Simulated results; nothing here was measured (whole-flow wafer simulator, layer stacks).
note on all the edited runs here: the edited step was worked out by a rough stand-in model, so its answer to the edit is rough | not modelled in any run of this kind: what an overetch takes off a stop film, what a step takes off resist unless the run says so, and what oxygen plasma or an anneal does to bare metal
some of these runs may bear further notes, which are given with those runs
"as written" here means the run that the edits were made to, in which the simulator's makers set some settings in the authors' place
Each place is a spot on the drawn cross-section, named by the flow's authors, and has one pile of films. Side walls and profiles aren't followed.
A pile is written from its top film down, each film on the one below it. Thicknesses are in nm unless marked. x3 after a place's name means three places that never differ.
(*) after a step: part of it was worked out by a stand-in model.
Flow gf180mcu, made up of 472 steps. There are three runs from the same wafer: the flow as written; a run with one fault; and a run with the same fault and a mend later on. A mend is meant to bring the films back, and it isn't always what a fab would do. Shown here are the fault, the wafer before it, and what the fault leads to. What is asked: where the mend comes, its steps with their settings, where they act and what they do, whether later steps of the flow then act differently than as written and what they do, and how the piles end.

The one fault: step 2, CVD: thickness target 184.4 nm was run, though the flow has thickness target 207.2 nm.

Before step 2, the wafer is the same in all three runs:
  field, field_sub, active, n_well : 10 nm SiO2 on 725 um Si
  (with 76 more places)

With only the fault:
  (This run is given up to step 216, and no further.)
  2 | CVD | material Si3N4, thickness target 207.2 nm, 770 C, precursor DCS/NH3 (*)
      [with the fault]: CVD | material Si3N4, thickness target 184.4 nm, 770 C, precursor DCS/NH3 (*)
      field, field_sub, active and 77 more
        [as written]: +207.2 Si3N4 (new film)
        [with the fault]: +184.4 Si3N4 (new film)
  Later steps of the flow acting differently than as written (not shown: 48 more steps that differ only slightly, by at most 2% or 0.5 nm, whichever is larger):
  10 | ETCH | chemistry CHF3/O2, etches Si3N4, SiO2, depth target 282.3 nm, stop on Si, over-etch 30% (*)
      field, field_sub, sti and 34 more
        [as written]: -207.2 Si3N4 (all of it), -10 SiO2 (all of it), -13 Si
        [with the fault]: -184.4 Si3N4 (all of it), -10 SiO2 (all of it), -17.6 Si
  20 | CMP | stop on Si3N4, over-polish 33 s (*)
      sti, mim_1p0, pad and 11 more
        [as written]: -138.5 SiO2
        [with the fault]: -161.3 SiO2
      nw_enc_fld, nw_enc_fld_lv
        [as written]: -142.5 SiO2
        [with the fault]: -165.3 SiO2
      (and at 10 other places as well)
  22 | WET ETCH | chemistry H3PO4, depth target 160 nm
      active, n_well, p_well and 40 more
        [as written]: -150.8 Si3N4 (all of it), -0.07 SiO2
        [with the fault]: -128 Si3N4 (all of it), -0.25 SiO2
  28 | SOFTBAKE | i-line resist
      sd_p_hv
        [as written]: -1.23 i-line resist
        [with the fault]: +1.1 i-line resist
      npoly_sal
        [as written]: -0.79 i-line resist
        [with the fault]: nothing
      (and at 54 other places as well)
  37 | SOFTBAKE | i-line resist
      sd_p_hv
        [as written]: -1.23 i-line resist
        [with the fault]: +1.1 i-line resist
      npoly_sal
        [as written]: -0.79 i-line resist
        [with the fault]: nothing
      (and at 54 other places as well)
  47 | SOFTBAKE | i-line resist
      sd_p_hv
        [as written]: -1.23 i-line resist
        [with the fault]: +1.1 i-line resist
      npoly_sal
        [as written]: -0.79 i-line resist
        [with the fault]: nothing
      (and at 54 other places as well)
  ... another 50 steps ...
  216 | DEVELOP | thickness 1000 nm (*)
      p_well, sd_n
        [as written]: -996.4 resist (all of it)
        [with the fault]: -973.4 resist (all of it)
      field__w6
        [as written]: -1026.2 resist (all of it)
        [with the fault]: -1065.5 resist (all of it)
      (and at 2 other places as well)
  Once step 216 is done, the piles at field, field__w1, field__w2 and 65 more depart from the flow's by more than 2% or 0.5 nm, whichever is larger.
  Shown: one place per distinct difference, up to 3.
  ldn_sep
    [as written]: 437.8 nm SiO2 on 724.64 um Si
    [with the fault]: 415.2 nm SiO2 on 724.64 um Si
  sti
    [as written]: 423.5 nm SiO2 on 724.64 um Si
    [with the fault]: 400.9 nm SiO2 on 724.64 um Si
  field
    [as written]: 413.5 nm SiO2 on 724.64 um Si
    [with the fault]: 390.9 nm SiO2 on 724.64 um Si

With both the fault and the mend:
  The mend follows step 9.
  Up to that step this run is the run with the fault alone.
  9a | STRIP | chemistry O2/N2, power 2160 W, pressure 1700 mTorr (*)
      active, n_well, p_well and 40 more
        -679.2 KrF resist (all of it)
  9b | CVD | material Si3N4, thickness target 22.79 nm, 770 C, precursor DCS/NH3 (*) (the flow's step 2, run once more with other settings)
      field, field_sub, active and 77 more
        +22.8 Si3N4
  9c | HMDS | 120 C, 60 s (the flow's step 4, run once more)
      leaves every film unchanged at each place that is followed
  9d | COAT | KrF resist, thickness 700 nm (the flow's step 5, run once more)
      field, field_sub, active and 77 more
        +700 KrF resist (new film)
  9e | SOFTBAKE | KrF resist (the flow's step 6, run once more)
      leaves every film unchanged at each place that is followed
  9f | EXPOSE | photomask COMP (the flow's step 7, run once more)
      leaves every film unchanged at each place that is followed
  9g | PEB | KrF resist, 135 C, 90 s (the flow's step 8, run once more)
      field, field_sub, active and 77 more
        -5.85 KrF resist
  9h | DEVELOP | thickness 700 nm, 60 s (the flow's step 9, run once more)
      active, n_well, p_well and 40 more
        -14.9 KrF resist
      field, field_sub, sti and 34 more
        -694.2 KrF resist (all of it)
  Every later step of the flow that is run acts as written, at every place that is followed, to within 2% or 0.5 nm, whichever is larger.
  At every place that both follow, the piles at the end match the flow's.
